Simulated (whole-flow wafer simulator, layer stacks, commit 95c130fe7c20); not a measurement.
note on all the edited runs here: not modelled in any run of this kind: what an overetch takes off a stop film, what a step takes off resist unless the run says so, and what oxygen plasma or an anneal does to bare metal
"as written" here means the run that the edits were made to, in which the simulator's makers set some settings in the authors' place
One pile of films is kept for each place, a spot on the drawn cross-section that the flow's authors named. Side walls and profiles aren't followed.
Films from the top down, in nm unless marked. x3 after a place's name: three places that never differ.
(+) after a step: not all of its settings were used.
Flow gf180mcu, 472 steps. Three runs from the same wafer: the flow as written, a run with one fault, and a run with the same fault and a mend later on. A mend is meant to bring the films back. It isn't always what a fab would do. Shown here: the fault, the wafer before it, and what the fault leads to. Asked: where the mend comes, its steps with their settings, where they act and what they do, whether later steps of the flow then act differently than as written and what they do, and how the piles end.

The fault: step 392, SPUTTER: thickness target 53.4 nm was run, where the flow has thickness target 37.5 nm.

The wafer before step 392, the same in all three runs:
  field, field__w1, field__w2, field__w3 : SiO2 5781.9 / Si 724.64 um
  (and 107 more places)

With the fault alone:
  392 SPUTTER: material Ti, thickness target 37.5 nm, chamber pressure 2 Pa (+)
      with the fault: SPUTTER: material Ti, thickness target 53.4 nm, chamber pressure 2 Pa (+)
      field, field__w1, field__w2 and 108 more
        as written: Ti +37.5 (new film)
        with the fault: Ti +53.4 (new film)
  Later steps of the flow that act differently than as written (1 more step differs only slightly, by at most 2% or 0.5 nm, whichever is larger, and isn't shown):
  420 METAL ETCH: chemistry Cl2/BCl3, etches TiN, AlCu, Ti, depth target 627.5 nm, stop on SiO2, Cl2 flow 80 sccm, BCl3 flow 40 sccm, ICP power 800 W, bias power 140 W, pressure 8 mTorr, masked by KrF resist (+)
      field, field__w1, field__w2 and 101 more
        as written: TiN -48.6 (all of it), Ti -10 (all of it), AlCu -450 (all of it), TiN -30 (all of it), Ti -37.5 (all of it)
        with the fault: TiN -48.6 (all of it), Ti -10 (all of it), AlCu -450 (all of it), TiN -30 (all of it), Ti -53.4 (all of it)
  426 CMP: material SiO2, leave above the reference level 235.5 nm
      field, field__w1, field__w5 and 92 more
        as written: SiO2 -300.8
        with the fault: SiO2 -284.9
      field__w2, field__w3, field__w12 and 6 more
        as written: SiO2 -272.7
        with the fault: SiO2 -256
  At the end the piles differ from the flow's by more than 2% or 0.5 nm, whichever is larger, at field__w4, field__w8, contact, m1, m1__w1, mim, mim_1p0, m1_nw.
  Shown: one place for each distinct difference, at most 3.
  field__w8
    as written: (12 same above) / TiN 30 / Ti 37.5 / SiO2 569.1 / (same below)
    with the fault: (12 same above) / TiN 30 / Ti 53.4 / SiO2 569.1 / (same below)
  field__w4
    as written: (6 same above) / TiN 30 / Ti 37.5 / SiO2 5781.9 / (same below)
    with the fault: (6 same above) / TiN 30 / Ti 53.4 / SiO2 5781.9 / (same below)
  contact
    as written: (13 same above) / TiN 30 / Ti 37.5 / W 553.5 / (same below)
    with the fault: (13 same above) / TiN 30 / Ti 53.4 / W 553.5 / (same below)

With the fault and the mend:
  The mend comes after step 392.
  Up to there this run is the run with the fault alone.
  392a METAL ETCH: chemistry Cl2/BCl3, etches TiN, AlCu, Ti, depth target 15.9 nm, Cl2 flow 80 sccm, BCl3 flow 40 sccm, ICP power 800 W, bias power 140 W, pressure 8 mTorr (the flow's step 260 once more, with other settings)
      field, field__w1, field__w2 and 108 more
        Ti -15.9
  No later step of the flow acts differently than as written at any place that is followed.
  At the end the piles are the same as the flow's at every place that both follow.
